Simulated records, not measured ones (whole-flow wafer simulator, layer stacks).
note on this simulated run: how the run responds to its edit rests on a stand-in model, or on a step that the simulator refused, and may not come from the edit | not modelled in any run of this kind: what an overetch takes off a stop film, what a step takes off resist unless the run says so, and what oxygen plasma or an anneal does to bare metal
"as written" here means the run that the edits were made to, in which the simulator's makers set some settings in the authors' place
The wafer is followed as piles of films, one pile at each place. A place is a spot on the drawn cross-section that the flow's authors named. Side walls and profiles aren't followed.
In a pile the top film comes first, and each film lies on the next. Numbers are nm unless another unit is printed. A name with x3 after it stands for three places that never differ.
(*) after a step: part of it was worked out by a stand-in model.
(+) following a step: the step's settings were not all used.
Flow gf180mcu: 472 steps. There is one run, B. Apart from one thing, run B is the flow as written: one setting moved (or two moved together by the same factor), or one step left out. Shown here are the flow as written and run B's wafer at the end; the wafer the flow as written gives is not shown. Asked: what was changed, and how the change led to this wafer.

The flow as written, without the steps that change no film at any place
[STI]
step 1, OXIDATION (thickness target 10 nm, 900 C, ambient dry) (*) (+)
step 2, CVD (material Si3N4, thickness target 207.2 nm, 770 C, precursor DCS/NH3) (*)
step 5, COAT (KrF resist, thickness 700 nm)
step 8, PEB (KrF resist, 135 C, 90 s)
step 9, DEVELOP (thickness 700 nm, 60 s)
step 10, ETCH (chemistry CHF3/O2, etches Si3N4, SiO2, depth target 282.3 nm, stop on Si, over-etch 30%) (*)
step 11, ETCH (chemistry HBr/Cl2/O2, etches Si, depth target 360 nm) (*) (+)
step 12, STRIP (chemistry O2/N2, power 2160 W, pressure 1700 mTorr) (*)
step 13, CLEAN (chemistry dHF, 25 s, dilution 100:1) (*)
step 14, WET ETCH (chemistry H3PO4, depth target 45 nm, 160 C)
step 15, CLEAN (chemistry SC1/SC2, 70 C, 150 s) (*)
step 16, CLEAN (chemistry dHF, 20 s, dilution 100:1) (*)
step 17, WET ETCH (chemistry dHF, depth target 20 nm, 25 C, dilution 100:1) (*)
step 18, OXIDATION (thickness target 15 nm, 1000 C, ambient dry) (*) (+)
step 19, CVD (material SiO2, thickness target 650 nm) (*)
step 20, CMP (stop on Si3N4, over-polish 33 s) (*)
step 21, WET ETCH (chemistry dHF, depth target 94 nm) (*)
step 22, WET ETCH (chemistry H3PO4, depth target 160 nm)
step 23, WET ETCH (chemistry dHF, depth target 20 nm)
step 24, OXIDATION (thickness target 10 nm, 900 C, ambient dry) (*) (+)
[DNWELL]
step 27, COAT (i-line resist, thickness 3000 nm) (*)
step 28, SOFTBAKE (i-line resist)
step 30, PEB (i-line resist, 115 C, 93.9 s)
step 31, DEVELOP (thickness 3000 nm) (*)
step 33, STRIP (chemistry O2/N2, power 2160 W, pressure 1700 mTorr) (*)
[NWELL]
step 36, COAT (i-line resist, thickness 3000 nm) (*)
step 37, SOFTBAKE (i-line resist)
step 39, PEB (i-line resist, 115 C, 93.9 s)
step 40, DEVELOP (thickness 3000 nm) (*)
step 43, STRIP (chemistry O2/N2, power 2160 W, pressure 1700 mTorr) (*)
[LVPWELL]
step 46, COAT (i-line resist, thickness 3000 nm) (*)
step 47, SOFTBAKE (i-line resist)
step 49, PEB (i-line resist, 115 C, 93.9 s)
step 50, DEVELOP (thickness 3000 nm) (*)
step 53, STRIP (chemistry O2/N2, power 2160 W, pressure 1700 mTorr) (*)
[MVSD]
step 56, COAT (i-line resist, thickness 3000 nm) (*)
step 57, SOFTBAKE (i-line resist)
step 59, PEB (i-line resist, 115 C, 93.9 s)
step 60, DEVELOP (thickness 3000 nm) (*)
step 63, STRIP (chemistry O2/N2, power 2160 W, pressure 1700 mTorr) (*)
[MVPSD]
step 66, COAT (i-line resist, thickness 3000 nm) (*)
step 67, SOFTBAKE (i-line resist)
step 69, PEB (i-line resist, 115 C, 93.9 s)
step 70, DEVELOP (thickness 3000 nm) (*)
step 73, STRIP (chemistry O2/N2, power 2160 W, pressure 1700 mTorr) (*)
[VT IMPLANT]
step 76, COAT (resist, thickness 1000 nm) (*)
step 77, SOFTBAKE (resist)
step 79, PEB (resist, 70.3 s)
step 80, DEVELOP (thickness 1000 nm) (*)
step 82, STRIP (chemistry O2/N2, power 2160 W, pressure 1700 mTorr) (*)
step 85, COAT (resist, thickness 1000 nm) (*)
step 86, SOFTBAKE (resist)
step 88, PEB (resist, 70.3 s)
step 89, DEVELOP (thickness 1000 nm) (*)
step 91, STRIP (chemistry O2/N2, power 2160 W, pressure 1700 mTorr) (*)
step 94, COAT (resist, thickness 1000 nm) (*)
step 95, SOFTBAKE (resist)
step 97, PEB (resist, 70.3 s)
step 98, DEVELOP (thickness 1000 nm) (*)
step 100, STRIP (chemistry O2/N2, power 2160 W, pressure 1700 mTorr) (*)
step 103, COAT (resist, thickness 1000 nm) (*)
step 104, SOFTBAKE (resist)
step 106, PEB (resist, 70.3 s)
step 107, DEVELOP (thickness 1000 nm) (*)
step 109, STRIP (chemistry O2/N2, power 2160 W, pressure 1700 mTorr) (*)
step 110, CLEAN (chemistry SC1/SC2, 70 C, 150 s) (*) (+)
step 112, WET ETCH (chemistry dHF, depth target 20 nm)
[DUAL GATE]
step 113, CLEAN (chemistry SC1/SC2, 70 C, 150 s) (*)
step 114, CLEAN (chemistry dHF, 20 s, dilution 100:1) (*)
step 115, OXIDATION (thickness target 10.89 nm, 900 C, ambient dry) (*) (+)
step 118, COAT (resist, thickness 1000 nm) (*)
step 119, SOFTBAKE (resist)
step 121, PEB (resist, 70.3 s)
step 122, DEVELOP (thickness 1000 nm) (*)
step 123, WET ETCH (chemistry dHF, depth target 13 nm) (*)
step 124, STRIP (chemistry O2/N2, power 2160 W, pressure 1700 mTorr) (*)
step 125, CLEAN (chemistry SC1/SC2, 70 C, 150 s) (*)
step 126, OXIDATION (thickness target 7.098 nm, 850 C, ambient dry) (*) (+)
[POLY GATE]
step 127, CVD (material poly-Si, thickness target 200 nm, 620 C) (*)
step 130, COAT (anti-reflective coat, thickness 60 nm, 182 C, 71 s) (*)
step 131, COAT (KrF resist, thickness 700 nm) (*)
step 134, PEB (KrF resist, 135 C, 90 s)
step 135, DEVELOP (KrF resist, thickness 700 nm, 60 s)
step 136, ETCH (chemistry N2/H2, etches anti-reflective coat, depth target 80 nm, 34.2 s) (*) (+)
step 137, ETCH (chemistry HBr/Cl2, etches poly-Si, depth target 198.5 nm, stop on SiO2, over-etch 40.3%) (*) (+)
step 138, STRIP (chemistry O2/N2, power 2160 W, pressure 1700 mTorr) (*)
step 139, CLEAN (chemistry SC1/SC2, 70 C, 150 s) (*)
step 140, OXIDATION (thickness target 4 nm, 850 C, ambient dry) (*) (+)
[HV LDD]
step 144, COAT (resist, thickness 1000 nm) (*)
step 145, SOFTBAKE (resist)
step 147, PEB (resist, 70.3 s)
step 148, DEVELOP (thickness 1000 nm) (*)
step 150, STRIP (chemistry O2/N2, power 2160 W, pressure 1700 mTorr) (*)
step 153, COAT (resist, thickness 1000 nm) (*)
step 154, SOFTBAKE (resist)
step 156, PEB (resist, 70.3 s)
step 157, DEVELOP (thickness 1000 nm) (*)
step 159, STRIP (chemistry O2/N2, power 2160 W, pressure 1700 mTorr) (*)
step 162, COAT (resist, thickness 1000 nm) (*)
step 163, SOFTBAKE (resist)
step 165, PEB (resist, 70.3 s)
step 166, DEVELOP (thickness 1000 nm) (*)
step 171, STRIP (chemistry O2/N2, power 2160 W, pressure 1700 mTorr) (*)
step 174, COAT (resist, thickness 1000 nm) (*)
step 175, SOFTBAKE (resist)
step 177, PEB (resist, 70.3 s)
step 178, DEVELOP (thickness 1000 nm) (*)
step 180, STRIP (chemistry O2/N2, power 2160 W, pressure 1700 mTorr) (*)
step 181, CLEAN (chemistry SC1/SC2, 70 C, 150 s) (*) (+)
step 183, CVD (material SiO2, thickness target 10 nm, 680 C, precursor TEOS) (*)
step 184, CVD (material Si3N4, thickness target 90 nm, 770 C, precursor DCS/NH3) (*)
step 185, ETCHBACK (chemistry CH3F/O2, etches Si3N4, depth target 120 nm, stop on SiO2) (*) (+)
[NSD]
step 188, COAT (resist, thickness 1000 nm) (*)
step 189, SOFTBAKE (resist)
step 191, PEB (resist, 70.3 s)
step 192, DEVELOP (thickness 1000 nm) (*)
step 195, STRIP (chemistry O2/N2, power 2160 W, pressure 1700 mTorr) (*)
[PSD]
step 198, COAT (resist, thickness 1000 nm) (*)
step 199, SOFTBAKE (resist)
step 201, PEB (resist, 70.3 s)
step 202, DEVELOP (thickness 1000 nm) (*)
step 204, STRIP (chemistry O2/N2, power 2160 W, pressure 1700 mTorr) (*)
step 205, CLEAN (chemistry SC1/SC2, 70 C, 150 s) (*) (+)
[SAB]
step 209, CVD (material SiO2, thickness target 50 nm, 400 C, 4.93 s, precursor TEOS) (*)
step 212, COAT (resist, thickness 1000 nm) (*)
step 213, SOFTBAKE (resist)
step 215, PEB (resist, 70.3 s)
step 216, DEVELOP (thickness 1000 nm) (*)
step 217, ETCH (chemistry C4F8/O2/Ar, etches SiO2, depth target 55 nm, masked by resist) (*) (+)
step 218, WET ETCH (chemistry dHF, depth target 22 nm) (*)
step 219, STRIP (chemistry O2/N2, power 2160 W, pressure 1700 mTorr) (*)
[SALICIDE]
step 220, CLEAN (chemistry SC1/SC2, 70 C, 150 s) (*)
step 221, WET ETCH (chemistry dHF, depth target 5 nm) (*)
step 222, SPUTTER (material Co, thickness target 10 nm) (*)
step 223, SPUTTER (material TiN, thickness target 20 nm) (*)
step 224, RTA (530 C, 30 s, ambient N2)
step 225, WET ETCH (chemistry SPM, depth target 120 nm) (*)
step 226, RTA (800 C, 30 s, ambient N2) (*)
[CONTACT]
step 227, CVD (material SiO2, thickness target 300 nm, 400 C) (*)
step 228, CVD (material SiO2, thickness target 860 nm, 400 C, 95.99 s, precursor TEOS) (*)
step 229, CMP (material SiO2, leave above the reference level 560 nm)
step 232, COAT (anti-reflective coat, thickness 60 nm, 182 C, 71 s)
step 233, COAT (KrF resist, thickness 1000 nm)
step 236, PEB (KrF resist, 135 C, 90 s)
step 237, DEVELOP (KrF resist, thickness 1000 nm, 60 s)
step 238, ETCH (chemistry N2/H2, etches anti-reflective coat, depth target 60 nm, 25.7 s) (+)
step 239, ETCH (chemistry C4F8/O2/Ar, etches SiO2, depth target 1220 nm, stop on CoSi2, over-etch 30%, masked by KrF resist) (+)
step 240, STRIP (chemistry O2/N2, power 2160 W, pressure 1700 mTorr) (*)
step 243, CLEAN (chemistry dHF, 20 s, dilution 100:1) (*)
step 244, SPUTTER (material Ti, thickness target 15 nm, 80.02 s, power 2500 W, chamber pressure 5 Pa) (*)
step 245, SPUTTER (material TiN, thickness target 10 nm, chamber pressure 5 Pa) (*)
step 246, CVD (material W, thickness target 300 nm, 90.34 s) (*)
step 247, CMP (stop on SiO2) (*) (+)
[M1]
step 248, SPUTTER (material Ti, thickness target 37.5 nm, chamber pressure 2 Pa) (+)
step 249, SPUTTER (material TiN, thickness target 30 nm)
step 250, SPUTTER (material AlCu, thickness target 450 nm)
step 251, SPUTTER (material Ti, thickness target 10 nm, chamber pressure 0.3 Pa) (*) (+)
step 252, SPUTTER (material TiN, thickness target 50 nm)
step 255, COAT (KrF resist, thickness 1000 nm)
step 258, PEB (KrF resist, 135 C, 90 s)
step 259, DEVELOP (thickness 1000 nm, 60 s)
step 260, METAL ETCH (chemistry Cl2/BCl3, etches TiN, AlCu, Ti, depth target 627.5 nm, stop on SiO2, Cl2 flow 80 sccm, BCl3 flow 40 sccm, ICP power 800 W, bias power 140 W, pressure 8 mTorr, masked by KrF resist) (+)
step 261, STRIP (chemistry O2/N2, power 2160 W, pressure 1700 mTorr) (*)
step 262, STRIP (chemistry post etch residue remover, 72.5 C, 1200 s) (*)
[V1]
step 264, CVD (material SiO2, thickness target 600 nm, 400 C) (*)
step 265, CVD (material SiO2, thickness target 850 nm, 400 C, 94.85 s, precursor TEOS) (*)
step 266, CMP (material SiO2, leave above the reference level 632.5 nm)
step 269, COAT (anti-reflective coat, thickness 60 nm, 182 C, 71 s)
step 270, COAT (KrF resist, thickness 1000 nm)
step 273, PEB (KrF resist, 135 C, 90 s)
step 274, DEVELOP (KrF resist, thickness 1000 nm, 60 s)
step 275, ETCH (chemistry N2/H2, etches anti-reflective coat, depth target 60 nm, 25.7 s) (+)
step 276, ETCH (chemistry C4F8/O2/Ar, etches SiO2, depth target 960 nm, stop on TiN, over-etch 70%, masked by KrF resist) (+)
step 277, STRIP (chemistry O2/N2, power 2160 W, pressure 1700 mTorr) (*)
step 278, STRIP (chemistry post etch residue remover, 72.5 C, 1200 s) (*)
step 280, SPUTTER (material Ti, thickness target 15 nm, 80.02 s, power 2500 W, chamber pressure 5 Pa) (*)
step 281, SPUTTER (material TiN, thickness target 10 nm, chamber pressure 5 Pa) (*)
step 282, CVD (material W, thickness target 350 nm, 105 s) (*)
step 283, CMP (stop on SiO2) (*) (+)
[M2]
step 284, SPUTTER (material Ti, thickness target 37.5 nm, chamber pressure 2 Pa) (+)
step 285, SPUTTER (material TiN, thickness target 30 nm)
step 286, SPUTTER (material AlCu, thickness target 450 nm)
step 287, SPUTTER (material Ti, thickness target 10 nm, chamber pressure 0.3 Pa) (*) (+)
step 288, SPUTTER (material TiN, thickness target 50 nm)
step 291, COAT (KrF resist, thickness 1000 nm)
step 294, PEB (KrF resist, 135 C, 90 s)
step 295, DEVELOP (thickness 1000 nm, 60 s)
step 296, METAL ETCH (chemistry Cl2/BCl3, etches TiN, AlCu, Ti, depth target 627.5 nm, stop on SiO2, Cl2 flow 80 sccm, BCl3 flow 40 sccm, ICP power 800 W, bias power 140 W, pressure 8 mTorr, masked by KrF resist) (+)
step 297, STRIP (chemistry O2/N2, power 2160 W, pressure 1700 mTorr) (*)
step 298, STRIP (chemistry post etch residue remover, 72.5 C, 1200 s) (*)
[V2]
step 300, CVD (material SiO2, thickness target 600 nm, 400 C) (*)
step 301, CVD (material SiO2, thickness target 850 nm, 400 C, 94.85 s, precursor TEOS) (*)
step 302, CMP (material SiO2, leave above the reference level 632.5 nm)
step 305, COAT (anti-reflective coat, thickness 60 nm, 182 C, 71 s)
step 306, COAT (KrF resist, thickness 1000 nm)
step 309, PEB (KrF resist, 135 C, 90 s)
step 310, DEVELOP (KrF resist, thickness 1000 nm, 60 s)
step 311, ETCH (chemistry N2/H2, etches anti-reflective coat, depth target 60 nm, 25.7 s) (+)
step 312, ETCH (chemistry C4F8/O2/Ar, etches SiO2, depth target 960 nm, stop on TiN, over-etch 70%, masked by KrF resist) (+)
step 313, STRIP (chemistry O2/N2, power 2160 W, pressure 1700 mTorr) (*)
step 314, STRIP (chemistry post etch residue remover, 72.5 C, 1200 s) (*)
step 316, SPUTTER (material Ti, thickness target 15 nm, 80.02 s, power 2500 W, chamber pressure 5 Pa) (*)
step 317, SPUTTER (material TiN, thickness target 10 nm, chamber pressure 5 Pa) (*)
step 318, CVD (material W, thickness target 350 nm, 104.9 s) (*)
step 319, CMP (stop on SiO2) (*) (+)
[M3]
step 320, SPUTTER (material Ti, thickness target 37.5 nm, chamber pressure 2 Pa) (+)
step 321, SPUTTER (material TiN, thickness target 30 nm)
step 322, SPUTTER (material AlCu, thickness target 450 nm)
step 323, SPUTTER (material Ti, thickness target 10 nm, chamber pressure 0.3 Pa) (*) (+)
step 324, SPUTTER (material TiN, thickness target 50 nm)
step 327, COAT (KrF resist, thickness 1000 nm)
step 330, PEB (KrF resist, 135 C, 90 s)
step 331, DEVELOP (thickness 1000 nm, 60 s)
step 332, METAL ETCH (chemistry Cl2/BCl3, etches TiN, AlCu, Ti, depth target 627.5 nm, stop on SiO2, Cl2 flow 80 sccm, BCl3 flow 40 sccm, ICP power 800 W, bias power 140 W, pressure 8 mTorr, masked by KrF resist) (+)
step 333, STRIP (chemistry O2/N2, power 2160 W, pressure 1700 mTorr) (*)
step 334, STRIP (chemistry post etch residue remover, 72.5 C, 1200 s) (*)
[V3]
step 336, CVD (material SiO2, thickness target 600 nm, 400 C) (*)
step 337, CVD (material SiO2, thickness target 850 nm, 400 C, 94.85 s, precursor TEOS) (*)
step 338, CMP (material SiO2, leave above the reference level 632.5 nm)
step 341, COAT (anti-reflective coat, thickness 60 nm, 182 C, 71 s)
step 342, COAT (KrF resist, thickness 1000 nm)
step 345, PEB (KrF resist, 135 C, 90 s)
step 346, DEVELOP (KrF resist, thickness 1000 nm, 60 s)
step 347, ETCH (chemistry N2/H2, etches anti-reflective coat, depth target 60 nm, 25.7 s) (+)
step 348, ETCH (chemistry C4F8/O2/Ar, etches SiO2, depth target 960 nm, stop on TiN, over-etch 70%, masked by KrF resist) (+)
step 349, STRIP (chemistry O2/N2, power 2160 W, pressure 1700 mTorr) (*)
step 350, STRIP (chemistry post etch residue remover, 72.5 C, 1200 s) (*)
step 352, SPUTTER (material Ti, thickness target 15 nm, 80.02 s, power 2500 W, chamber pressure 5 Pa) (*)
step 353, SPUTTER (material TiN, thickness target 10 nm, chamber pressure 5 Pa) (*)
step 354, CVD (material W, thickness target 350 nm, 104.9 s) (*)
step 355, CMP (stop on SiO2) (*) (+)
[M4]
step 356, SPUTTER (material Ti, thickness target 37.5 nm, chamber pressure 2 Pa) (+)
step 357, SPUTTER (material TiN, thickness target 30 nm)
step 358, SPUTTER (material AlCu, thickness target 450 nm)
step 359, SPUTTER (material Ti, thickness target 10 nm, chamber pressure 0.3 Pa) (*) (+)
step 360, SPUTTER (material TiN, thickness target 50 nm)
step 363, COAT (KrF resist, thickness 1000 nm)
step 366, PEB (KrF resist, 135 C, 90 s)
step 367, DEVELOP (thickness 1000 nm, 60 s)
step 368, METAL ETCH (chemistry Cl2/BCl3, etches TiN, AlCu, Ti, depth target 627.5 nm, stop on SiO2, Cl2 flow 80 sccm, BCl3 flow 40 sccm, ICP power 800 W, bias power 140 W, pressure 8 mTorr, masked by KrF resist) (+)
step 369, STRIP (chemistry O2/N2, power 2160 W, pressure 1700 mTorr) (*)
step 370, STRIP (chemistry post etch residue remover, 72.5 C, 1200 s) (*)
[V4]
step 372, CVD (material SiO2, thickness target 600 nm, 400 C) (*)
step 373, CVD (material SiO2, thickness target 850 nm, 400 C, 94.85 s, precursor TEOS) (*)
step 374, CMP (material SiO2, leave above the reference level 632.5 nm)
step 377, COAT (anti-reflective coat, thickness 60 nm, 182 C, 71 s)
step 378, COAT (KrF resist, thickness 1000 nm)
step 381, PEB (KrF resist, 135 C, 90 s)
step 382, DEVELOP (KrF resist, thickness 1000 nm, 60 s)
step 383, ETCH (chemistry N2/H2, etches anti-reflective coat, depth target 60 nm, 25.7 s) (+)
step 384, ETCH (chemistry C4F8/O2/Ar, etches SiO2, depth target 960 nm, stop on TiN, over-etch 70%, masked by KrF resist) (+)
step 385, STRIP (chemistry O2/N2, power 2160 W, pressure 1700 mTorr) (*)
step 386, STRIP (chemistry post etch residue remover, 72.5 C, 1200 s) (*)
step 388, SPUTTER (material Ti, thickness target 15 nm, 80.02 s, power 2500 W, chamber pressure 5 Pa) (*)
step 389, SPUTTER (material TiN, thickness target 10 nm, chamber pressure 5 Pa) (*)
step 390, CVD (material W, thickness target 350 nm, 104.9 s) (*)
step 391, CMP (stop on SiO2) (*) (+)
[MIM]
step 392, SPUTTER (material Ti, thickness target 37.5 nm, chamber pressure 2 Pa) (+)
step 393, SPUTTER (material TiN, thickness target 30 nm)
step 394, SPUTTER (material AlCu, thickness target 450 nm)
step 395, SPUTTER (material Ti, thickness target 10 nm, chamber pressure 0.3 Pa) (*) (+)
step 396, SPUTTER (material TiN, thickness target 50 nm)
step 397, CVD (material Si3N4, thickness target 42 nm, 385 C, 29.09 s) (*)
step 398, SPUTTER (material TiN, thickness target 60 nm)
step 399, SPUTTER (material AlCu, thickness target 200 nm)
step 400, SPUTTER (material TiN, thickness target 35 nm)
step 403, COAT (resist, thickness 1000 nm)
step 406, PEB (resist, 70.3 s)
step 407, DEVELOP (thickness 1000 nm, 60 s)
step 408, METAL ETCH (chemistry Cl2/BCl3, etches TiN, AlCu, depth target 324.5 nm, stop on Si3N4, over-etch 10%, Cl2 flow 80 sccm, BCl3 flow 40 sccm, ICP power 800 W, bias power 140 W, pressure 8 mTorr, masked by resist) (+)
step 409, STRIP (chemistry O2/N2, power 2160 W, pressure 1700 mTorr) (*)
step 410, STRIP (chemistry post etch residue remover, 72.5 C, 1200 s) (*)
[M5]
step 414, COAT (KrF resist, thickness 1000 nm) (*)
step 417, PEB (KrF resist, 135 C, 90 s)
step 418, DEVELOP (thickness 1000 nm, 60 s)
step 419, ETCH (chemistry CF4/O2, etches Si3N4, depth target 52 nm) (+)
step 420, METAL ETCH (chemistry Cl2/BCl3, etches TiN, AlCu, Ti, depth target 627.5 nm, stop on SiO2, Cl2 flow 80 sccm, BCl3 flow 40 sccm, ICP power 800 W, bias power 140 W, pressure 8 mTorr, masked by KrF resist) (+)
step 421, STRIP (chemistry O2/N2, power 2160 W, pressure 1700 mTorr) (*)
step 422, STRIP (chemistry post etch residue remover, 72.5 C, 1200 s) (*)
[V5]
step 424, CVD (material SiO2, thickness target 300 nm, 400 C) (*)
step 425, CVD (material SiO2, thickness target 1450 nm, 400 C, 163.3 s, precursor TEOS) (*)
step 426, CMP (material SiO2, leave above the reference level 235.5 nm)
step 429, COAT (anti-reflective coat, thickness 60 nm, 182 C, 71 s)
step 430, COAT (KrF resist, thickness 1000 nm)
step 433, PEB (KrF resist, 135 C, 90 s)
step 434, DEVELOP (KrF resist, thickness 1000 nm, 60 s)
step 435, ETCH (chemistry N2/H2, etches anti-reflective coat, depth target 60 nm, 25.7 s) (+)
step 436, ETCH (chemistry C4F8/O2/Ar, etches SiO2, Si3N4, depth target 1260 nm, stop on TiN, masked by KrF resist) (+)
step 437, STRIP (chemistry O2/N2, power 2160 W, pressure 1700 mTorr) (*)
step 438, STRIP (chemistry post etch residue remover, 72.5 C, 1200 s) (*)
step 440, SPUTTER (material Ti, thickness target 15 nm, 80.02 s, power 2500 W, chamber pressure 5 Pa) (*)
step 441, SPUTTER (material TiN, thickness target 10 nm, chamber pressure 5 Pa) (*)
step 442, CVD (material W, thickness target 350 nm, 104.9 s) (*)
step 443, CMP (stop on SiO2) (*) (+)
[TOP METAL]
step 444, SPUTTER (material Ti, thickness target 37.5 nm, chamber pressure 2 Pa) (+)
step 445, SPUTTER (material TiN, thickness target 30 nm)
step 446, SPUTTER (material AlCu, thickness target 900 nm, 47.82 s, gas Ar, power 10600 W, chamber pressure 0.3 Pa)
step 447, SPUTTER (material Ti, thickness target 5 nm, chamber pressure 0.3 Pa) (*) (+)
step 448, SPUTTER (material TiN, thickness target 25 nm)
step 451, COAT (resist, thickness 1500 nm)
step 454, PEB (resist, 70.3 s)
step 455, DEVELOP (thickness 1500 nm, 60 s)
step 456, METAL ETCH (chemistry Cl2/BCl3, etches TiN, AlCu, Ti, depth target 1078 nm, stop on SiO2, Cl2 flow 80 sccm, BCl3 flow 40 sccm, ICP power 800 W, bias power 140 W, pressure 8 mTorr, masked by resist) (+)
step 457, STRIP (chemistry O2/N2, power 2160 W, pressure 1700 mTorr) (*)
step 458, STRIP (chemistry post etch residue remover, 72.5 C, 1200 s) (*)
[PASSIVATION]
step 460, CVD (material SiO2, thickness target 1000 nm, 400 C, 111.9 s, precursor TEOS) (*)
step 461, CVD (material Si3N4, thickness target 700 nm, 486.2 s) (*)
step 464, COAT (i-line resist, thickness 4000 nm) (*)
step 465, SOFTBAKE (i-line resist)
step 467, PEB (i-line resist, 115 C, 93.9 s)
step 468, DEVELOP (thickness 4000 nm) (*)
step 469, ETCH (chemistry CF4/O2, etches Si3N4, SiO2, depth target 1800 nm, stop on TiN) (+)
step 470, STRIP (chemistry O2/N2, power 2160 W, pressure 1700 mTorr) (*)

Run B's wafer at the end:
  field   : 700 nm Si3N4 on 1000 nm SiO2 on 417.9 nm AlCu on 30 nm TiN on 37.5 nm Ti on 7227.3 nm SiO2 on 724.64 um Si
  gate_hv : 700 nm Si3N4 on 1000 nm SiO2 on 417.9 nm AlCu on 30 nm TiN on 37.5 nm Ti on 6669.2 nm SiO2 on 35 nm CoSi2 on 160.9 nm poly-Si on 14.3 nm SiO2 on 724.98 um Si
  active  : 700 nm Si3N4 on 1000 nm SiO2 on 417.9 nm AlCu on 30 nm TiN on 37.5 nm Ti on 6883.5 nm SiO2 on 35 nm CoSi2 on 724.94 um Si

What caused this: step 456, METAL ETCH: depth target 506.4 nm was run, whereas the flow has depth target 1078 nm.

The path from the change to this, step by step:
  step 456, METAL ETCH (chemistry Cl2/BCl3, etches TiN, AlCu, Ti, depth target 1078 nm, stop on SiO2, Cl2 flow 80 sccm, BCl3 flow 40 sccm, ICP power 800 W, bias power 140 W, pressure 8 mTorr, masked by resist) (+)
      field, field__w1, field__w2 and 103 more: -25 TiN (all of it), -5 Ti (all of it), -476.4 AlCu (it would be, as written: -25 TiN (all of it), -5 Ti (all of it), -900 AlCu (all of it), -30 TiN (all of it), -37.5 Ti (all of it))
      field__w8, contact, m1, m1__w1, pad, m1_nw: -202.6 resist (it would be, as written: -431 resist)
  step 457, STRIP (chemistry O2/N2, power 2160 W, pressure 1700 mTorr) (*)
      field__w8, contact, m1, m1__w1, pad, m1_nw: -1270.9 resist (all of it) (it would be, as written: -1042.5 resist (all of it))
  step 458, STRIP (chemistry post etch residue remover, 72.5 C, 1200 s) (*)
      field, field__w1, field__w2 and 103 more: -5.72 AlCu (it would be, as written: nothing)
  step 460, CVD (material SiO2, thickness target 1000 nm, 400 C, 111.9 s, precursor TEOS) (*)
      field, field__w1, field__w2 and 103 more: +1000 SiO2 (new film) (it would be, as written: +1000 SiO2)
  step 464, COAT (i-line resist, thickness 4000 nm) (*)
      field: +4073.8 i-line resist (new film) (it would be, as written: +4171.5 i-line resist (new film))
      field__w8: +3527.9 i-line resist (new film) (it would be, as written: +3093.1 i-line resist (new film))
      (as well as at 11 more places)
  step 465, SOFTBAKE (i-line resist)
      gate: -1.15 i-line resist (it would be, as written: +1.79 i-line resist)
      field__w11, field__w13: +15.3 i-line resist (it would be, as written: +37.6 i-line resist)
      (as well as at 66 more places)
  step 467, PEB (i-line resist, 115 C, 93.9 s)
      field__w8, m1__w1: -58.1 i-line resist (it would be, as written: -49.2 i-line resist)
      contact, m1: -58.3 i-line resist (it would be, as written: -49.6 i-line resist)
      (as well as at 2 more places)
  step 468, DEVELOP (thickness 4000 nm) (*)
      pad: -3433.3 i-line resist (all of it) (it would be, as written: -2960.4 i-line resist (all of it))
  step 470, STRIP (chemistry O2/N2, power 2160 W, pressure 1700 mTorr) (*)
      field__w8, m1__w1: -2241.3 i-line resist (all of it) (it would be, as written: -1775.9 i-line resist (all of it))
      contact: -2249.7 i-line resist (all of it) (it would be, as written: -1798.3 i-line resist (all of it))
      (as well as at 2 more places)
Taking metal films that touch as one body, field has 1 body; the flow as written gives 0 bodies.
Taking metal films that touch as one body, gate_hv has 2 bodies (between them, from the top down: SiO2 6669.2); the flow as written gives 1 body.
Taking metal films that touch as one body, active has 2 bodies (between them, from the top down: SiO2 6883.5); the flow as written gives 1 body.
